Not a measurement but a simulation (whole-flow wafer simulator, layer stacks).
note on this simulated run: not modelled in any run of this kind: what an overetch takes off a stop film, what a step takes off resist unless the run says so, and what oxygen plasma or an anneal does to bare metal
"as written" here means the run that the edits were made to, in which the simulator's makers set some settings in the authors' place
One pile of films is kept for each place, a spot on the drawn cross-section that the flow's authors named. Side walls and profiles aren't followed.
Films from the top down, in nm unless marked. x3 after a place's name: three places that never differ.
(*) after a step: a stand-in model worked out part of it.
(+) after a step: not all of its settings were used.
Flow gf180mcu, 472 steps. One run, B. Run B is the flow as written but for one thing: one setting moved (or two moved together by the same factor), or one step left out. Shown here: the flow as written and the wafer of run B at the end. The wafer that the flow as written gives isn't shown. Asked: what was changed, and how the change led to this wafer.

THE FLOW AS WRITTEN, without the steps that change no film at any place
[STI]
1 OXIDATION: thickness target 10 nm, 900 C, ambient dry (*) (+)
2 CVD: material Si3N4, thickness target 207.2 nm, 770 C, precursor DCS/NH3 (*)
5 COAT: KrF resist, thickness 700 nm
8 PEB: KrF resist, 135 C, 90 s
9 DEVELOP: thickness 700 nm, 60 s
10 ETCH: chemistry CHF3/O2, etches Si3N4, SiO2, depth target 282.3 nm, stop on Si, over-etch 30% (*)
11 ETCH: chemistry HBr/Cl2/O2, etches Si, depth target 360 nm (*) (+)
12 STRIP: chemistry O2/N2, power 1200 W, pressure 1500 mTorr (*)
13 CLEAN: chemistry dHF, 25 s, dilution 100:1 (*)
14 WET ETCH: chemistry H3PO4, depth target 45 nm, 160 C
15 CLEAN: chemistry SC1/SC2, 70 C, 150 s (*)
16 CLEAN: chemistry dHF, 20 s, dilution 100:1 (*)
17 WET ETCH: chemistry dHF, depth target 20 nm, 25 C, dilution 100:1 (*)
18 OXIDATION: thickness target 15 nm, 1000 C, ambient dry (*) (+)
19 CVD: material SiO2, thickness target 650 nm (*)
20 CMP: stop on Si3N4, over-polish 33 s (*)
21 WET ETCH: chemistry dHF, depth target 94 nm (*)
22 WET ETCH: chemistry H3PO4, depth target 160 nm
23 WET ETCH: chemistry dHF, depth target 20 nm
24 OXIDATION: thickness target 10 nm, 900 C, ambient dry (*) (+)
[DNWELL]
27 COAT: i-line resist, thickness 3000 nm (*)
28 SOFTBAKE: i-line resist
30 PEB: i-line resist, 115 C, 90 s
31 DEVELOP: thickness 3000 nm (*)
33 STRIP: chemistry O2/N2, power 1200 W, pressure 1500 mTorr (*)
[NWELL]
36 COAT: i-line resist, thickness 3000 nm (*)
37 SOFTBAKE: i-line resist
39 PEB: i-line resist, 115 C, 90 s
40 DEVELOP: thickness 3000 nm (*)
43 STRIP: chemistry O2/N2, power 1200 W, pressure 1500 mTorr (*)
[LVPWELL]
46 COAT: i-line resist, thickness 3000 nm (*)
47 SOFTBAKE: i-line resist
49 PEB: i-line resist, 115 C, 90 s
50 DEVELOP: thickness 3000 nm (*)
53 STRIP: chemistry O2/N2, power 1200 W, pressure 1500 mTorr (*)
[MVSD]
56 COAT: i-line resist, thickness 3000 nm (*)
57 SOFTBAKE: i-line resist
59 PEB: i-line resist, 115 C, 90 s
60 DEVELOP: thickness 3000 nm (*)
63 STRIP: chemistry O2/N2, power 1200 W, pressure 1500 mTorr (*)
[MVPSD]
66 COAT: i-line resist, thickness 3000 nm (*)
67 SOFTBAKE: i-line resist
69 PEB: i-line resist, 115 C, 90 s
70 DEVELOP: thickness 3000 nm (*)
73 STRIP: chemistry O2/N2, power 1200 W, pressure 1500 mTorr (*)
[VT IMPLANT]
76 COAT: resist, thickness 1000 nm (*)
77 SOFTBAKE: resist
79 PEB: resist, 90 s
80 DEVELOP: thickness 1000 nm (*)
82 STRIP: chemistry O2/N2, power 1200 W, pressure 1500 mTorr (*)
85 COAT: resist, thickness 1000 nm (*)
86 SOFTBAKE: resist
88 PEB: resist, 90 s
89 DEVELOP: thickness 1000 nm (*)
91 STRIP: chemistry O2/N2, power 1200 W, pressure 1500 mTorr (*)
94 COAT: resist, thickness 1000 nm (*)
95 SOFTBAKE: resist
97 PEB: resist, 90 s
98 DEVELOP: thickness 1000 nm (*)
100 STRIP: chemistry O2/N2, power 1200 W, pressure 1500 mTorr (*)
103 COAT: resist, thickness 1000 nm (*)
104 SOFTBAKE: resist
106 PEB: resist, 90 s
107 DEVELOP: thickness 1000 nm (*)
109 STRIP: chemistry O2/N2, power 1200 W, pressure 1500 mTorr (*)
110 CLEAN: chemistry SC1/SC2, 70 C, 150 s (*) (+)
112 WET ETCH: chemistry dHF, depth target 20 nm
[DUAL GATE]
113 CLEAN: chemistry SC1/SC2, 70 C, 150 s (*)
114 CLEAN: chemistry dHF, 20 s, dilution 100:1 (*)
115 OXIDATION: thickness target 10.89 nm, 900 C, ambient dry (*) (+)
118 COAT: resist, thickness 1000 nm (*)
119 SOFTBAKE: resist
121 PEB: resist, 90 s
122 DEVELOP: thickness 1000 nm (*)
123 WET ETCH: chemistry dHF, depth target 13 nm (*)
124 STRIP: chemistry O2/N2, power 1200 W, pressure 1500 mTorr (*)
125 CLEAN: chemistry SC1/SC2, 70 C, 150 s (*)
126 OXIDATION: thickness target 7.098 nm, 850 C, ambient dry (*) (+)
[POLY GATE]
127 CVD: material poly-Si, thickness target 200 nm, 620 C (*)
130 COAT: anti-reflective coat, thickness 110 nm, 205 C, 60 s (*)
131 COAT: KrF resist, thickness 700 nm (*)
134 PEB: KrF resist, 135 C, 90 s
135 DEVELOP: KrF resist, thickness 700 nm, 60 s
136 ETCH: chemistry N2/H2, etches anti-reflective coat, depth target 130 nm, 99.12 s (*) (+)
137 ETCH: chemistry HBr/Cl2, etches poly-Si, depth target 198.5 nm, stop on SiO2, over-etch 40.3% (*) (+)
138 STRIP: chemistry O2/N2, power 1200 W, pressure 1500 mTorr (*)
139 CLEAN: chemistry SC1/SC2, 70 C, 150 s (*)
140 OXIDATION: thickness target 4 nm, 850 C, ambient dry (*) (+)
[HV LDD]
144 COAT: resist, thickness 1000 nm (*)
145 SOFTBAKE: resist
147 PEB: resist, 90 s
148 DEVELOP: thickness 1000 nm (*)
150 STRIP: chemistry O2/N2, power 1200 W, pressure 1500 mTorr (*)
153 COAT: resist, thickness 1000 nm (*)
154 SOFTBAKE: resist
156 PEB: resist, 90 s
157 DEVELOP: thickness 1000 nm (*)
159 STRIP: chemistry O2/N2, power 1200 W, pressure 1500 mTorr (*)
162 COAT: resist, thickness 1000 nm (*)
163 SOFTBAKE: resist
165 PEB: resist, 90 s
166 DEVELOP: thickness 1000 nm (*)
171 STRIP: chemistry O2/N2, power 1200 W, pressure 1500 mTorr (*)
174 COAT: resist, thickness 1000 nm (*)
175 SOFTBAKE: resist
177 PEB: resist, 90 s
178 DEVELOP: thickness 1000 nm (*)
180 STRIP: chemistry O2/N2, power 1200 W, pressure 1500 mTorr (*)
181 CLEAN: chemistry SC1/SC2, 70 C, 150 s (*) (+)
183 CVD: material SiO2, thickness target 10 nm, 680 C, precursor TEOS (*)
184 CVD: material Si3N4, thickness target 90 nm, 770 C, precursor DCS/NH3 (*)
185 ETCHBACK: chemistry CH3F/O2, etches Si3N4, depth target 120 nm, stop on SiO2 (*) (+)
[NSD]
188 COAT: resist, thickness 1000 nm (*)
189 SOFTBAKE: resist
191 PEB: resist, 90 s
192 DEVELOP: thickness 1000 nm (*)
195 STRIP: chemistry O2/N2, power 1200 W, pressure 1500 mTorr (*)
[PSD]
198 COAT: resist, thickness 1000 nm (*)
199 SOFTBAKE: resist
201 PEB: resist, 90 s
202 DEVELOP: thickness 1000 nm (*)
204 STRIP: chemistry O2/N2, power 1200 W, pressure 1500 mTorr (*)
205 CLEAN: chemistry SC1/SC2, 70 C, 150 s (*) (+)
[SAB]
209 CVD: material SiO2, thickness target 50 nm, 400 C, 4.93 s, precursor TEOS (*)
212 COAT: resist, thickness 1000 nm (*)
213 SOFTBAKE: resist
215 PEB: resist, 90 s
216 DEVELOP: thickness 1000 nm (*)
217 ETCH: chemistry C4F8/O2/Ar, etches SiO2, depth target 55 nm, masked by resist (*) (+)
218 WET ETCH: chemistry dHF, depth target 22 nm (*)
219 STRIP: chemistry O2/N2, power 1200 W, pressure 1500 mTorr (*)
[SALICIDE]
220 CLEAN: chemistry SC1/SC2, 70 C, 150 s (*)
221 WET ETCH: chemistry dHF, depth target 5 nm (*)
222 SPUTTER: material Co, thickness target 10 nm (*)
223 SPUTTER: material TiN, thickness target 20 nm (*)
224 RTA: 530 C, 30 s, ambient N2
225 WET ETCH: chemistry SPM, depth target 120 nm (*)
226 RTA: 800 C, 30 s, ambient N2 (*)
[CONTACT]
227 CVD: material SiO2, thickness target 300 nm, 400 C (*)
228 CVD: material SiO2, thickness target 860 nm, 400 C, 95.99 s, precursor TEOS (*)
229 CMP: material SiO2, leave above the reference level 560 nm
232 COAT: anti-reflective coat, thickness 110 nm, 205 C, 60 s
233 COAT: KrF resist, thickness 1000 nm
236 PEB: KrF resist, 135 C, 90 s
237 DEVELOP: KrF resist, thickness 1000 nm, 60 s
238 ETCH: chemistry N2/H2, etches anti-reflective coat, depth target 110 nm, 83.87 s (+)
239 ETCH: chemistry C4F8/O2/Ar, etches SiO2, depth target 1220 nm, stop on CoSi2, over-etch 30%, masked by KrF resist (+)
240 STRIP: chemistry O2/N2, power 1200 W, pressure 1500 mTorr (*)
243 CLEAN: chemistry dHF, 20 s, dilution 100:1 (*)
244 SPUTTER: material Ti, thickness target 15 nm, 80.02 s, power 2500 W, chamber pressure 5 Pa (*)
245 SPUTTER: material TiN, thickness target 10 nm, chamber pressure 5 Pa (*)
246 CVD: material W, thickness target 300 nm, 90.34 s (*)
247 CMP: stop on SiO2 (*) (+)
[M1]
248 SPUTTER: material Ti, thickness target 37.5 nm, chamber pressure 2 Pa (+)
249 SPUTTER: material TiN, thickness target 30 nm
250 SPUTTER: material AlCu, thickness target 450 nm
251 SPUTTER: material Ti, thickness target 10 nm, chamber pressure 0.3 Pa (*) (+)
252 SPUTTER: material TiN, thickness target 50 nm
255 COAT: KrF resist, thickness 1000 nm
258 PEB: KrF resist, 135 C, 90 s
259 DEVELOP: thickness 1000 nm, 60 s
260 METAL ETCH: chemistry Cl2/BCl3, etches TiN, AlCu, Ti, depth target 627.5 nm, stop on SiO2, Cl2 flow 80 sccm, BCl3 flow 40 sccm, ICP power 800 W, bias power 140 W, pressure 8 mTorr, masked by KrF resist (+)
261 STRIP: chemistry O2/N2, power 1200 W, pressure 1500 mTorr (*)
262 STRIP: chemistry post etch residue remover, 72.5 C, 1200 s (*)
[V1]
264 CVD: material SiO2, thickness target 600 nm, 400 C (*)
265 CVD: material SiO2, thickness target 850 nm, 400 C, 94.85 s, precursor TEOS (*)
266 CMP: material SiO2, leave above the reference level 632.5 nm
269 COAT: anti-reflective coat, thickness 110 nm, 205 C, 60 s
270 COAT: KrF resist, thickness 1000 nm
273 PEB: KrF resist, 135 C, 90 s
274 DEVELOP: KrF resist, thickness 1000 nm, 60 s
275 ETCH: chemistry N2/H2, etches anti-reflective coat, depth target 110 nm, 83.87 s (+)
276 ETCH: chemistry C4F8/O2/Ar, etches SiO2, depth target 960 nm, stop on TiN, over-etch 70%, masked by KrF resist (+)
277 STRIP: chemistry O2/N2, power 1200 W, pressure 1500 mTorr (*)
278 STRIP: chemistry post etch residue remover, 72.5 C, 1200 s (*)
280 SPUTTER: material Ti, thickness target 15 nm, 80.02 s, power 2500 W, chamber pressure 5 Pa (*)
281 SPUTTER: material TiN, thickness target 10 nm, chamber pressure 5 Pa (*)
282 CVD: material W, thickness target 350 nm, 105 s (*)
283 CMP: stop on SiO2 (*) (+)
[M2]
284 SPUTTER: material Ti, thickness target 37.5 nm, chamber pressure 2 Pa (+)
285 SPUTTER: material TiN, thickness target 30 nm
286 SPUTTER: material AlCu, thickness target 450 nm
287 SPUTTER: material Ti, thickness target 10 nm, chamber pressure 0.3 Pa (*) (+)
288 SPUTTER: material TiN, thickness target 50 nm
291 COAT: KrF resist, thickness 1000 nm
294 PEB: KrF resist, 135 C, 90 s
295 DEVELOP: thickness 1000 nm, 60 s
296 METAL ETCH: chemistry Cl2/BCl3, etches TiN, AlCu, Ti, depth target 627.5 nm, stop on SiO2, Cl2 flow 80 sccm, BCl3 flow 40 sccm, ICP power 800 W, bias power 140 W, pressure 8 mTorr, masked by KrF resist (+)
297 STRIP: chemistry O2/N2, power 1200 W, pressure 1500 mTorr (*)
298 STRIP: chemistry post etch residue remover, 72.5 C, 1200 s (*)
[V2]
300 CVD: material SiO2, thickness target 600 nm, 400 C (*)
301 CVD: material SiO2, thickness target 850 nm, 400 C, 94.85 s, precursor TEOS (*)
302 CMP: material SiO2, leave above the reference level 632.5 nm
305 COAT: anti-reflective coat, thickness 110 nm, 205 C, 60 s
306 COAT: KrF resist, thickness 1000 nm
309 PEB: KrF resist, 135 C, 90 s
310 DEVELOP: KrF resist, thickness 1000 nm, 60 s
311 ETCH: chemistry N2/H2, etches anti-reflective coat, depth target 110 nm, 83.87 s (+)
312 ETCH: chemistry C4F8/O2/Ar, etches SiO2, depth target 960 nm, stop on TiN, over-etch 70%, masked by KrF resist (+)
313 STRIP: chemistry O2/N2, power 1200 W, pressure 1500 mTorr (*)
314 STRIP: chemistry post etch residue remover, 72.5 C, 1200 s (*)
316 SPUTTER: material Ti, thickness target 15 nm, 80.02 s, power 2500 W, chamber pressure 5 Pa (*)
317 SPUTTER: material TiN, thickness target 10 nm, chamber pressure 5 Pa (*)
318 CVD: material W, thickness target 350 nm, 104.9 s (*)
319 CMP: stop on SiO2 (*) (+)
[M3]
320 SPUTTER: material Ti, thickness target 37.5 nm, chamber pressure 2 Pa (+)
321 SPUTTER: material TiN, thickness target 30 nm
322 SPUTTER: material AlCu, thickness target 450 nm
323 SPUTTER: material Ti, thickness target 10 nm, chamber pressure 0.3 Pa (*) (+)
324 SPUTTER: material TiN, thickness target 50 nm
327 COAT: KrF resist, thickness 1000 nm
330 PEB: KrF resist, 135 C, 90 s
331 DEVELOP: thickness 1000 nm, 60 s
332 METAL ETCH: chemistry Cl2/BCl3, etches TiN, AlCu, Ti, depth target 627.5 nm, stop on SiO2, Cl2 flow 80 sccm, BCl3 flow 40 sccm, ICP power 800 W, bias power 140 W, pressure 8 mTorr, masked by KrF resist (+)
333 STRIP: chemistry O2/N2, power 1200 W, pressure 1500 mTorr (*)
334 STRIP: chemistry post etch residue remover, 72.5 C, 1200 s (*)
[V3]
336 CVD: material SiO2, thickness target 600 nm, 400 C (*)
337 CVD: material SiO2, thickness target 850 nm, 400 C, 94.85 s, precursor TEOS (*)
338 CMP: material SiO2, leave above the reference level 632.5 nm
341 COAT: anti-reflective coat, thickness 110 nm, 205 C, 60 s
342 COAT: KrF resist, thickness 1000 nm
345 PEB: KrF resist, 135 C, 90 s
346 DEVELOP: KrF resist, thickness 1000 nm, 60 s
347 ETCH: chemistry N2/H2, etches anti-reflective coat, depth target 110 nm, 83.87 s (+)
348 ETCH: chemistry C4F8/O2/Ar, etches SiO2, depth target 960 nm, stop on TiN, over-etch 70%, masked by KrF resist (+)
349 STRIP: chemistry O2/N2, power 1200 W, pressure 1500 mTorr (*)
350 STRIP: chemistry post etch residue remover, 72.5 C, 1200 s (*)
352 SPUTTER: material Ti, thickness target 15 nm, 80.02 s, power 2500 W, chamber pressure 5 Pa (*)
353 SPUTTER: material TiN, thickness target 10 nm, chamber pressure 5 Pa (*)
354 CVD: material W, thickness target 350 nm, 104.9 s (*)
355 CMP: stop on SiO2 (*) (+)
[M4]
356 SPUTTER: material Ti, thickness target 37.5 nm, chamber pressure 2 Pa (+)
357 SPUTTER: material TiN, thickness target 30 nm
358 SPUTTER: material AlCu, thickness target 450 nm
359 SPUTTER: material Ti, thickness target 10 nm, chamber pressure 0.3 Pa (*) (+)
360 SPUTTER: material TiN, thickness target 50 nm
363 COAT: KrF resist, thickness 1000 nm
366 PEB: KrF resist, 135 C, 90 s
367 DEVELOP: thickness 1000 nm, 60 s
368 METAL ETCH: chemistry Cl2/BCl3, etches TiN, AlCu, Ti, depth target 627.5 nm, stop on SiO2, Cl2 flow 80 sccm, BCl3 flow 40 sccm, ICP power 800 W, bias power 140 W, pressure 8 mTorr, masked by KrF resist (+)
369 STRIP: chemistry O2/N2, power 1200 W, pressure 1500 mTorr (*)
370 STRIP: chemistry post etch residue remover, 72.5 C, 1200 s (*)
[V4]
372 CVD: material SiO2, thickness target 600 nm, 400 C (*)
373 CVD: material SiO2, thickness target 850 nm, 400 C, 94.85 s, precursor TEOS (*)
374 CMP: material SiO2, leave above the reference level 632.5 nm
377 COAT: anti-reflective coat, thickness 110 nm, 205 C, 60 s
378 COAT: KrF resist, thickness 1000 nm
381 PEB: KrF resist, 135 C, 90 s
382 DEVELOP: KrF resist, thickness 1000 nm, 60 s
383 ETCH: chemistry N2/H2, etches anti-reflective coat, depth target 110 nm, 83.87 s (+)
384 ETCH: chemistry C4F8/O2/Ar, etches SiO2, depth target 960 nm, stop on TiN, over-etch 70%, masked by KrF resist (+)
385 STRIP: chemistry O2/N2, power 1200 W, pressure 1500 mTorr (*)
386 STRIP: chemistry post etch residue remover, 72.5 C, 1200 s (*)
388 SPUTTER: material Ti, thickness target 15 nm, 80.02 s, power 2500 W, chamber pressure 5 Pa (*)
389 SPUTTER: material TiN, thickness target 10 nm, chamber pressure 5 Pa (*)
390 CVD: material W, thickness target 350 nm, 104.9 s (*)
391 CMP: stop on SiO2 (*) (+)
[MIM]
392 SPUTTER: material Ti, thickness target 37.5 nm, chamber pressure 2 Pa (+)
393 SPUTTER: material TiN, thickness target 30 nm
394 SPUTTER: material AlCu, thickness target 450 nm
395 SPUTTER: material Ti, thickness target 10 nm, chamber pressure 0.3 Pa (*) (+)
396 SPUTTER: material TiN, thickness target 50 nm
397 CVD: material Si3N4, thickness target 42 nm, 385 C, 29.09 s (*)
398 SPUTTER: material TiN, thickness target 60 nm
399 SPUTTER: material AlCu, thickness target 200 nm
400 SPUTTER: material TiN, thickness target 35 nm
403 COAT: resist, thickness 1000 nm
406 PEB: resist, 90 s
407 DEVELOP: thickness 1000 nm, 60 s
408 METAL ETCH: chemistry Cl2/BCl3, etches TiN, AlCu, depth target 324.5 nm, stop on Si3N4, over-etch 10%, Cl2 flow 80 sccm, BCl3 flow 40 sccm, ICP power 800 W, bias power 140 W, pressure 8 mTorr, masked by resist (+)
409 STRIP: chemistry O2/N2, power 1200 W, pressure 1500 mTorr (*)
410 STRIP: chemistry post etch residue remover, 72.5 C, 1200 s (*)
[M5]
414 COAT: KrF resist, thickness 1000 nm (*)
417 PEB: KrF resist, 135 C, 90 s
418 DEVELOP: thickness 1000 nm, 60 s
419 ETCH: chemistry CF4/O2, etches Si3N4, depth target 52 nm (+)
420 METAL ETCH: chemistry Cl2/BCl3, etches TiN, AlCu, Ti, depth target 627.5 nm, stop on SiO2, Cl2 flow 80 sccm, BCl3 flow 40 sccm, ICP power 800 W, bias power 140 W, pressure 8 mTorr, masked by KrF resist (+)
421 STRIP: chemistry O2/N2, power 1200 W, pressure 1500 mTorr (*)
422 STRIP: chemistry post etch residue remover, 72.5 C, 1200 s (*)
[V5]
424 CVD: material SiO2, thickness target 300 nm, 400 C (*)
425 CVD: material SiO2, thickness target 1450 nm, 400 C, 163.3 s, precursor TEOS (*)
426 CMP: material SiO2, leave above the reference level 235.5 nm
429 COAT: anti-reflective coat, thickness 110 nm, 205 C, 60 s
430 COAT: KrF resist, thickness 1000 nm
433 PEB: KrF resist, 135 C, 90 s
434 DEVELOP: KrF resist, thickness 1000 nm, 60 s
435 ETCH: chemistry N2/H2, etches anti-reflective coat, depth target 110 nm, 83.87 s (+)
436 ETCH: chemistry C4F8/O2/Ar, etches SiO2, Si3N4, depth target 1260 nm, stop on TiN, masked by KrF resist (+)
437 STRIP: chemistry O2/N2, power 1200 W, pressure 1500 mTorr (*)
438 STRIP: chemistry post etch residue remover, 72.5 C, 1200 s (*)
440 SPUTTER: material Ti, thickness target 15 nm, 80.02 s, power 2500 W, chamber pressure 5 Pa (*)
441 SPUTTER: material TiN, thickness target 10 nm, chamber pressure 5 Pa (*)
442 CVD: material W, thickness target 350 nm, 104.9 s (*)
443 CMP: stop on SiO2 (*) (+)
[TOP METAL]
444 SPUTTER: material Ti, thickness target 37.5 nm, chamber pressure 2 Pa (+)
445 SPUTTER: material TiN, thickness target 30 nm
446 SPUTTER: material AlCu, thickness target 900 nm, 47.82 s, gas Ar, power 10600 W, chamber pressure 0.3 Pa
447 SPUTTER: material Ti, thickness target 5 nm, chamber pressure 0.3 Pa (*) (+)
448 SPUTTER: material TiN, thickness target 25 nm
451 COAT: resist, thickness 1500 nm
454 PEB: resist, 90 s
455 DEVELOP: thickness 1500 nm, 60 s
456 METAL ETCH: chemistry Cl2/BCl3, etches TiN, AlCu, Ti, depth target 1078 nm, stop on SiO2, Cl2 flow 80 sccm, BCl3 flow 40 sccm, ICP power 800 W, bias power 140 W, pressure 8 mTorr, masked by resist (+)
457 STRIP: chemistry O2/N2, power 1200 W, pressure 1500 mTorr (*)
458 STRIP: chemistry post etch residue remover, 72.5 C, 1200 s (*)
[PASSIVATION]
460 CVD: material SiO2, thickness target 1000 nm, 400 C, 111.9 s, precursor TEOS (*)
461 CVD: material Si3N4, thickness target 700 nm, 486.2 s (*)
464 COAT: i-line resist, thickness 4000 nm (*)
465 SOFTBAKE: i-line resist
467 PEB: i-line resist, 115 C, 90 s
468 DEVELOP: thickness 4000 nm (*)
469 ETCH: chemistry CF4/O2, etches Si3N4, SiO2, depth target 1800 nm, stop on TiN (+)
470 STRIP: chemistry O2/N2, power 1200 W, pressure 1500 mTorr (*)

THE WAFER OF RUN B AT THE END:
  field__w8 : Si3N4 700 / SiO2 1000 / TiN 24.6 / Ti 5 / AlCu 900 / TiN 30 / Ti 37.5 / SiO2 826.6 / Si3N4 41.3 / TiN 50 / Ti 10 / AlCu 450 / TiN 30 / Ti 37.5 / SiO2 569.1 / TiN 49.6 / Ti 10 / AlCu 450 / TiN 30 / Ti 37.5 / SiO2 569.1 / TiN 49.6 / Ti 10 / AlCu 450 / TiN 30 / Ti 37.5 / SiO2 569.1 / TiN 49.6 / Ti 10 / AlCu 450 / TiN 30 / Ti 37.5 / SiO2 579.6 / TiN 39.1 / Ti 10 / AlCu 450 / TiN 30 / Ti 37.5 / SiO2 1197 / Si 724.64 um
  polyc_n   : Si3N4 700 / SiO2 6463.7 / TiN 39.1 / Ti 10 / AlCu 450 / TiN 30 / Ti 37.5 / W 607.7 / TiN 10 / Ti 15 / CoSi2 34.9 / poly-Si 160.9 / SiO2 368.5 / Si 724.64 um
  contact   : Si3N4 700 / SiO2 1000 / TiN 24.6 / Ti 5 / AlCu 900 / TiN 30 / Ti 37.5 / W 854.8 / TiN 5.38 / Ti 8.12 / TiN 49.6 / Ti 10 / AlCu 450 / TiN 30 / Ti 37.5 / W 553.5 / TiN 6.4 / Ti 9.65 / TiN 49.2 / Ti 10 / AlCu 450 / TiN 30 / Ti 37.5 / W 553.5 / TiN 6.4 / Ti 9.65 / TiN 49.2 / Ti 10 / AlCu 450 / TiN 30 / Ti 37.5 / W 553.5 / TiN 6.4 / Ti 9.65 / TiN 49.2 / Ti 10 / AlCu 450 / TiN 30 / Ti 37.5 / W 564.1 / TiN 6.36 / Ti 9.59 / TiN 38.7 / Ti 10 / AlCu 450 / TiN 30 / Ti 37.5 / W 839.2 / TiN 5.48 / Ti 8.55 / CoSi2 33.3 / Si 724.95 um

The cause: step 252, SPUTTER: thickness target 39.5 nm was run, where the flow has thickness target 50 nm.

How the change led to this, step by step:
  252 SPUTTER: material TiN, thickness target 50 nm
      field, field__w1, field__w2 and 108 more: TiN +39.5 (new film) (as written it would be: TiN +50 (new film))
  260 METAL ETCH: chemistry Cl2/BCl3, etches TiN, AlCu, Ti, depth target 627.5 nm, stop on SiO2, Cl2 flow 80 sccm, BCl3 flow 40 sccm, ICP power 800 W, bias power 140 W, pressure 8 mTorr, masked by KrF resist (+)
      field, field__w1, field__w2 and 99 more: TiN -39.5 (all of it), Ti -10 (all of it), AlCu -450 (all of it), TiN -30 (all of it), Ti -37.5 (all of it) (as written it would be: TiN -50 (all of it), Ti -10 (all of it), AlCu -450 (all of it), TiN -30 (all of it), Ti -37.5 (all of it))
